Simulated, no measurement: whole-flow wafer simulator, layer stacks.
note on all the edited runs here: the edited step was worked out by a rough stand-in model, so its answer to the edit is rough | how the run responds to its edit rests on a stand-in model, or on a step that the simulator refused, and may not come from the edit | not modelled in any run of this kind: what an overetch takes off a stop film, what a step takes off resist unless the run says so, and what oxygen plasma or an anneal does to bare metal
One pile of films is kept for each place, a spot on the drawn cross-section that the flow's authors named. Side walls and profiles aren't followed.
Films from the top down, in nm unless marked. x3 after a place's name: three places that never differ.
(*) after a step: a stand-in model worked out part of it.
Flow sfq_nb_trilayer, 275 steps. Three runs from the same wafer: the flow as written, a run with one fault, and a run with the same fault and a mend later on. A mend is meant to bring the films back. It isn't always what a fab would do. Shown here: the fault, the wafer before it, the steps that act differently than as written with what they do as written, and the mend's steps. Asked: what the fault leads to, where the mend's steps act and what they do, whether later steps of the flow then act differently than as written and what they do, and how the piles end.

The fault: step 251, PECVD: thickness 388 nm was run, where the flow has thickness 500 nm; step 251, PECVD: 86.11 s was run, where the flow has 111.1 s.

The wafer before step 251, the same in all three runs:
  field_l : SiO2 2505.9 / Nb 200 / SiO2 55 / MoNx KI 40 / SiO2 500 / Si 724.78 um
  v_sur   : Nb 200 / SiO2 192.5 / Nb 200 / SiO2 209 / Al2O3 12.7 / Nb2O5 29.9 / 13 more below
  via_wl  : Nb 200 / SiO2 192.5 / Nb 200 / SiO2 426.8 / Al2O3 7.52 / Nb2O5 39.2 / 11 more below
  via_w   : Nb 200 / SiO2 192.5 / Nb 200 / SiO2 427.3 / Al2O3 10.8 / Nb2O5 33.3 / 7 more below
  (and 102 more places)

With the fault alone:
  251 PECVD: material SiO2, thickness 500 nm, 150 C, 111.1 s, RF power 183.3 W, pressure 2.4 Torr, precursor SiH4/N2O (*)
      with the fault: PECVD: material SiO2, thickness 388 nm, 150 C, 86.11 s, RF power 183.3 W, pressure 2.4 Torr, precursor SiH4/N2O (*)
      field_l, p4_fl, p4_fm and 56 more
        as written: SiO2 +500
        with the fault: SiO2 +388
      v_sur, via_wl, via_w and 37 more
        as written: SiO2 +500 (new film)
        with the fault: SiO2 +388 (new film)
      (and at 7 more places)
  Later steps of the flow that act differently than as written (7 more steps differ only slightly, by at most 2% or 0.5 nm, whichever is larger, and aren't shown):
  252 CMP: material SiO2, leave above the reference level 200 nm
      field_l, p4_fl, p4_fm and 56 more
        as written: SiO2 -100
        with the fault: nothing
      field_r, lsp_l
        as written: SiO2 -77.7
        with the fault: nothing
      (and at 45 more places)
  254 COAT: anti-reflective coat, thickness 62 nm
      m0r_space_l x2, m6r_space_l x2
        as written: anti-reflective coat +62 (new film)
        with the fault: anti-reflective coat +63.7 (new film)
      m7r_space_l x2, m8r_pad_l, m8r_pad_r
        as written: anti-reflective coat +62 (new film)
        with the fault: anti-reflective coat +65.7 (new film)
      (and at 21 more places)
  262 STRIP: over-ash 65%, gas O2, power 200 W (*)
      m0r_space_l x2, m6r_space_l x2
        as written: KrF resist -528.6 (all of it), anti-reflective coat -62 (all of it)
        with the fault: KrF resist -530.4 (all of it), anti-reflective coat -63.7 (all of it)
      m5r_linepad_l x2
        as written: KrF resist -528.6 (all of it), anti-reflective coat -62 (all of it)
        with the fault: KrF resist -526.7 (all of it), anti-reflective coat -67.4 (all of it)
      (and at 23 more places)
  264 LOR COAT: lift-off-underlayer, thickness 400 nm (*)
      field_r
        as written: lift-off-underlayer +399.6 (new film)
        with the fault: lift-off-underlayer +417 (new film)
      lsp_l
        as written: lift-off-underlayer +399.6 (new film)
        with the fault: lift-off-underlayer +415.9 (new film)
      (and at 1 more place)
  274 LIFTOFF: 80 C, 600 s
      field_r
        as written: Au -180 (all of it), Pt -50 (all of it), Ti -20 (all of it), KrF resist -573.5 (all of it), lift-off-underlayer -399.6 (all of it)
        with the fault: Au -180 (all of it), Pt -50 (all of it), Ti -20 (all of it), KrF resist -576.9 (all of it), lift-off-underlayer -417 (all of it)
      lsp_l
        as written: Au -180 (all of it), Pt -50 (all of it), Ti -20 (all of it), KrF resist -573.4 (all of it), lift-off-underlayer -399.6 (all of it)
        with the fault: Au -180 (all of it), Pt -50 (all of it), Ti -20 (all of it), KrF resist -577.6 (all of it), lift-off-underlayer -415.9 (all of it)
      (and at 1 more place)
  At the end the piles differ from the flow's by more than 2% or 0.5 nm, whichever is larger, at wl_c_m6, m6r_line_l x2.
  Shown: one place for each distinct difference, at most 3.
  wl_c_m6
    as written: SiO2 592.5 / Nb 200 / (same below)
    with the fault: SiO2 580.5 / Nb 200 / (same below)

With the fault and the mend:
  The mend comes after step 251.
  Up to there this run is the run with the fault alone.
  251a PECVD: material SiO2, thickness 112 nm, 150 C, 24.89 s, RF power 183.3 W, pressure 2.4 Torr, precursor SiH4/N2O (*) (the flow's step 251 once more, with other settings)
      field_l, v_sur, via_wl and 98 more
        SiO2 +112
      field_r, lsp_l
        SiO2 +107.7
      l0_sur, l0v
        SiO2 +109.5
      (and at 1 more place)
  Later steps of the flow that act differently than as written:
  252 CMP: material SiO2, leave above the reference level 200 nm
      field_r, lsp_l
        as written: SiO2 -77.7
        with the mend: SiO2 -79.4
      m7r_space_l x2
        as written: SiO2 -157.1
        with the mend: SiO2 -100
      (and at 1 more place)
  At the end the piles are the same as the flow's at every place that both follow.
